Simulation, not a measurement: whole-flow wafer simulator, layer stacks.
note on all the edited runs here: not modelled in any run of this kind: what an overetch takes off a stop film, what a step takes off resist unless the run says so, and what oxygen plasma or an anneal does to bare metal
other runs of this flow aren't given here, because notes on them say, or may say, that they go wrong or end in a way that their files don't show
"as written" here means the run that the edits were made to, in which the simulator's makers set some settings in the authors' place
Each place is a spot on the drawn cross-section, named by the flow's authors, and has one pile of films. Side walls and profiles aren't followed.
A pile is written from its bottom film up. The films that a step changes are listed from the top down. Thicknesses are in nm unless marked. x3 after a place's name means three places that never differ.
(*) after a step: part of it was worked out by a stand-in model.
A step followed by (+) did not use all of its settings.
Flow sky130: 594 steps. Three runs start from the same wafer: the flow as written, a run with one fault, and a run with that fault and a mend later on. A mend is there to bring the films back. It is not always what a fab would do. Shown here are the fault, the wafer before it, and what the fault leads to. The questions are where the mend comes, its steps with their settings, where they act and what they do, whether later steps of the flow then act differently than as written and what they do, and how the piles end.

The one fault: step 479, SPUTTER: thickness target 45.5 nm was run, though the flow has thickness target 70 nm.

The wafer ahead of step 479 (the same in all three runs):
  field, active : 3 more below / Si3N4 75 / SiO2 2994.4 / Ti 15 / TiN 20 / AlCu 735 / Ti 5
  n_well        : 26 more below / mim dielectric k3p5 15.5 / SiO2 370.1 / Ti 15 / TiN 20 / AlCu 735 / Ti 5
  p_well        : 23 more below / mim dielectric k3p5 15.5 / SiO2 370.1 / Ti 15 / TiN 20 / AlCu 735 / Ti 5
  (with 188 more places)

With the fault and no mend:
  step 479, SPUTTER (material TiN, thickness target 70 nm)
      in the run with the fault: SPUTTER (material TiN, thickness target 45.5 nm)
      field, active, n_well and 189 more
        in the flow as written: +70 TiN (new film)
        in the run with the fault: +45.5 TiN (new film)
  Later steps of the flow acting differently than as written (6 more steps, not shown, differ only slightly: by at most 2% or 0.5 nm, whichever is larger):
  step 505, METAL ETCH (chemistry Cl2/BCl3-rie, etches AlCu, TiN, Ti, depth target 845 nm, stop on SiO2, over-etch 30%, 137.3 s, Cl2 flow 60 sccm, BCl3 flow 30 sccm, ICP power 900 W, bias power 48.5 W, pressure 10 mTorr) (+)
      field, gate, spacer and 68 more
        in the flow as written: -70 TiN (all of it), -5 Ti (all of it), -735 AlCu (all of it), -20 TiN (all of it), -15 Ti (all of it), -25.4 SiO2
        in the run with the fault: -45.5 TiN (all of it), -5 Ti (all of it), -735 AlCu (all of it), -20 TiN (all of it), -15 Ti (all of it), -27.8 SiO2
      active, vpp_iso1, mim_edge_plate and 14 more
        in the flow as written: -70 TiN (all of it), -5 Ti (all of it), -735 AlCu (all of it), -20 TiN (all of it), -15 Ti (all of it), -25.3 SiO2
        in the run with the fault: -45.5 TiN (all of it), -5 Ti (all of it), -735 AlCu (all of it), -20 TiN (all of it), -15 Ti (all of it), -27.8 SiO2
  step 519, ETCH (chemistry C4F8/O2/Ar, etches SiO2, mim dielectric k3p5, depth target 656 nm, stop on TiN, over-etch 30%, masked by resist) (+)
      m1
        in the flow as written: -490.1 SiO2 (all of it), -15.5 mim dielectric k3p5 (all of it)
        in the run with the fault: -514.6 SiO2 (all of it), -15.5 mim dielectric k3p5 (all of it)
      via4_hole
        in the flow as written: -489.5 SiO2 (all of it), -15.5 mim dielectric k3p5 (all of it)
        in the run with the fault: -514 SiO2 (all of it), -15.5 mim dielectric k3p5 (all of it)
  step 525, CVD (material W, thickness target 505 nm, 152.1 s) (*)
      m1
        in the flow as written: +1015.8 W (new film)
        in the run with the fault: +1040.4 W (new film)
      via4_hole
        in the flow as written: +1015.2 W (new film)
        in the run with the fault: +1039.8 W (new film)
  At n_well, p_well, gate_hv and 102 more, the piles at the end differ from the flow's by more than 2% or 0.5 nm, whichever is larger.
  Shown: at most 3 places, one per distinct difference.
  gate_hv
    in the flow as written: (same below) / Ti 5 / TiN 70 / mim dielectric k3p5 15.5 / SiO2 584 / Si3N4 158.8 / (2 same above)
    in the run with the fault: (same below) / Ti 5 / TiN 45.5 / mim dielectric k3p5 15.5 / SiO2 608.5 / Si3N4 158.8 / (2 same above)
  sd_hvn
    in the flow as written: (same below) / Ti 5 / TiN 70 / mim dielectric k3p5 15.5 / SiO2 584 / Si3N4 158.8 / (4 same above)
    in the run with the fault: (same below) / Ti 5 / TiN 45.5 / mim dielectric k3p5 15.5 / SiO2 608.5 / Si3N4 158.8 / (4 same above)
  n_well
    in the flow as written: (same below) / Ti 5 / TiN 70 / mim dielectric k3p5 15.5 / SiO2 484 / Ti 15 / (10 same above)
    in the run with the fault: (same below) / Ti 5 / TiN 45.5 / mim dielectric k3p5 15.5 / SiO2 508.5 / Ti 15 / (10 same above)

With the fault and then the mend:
  The mend follows step 479.
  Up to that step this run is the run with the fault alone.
  step 479a, SPUTTER (material TiN, thickness target 24.5 nm) (the flow's step 479, run once more with other settings)
      field, active, n_well and 189 more
        +24.5 TiN
  Later steps of the flow that are run all act as written at every place that is followed.
  The piles end the same as the flow's at every place that both follow.
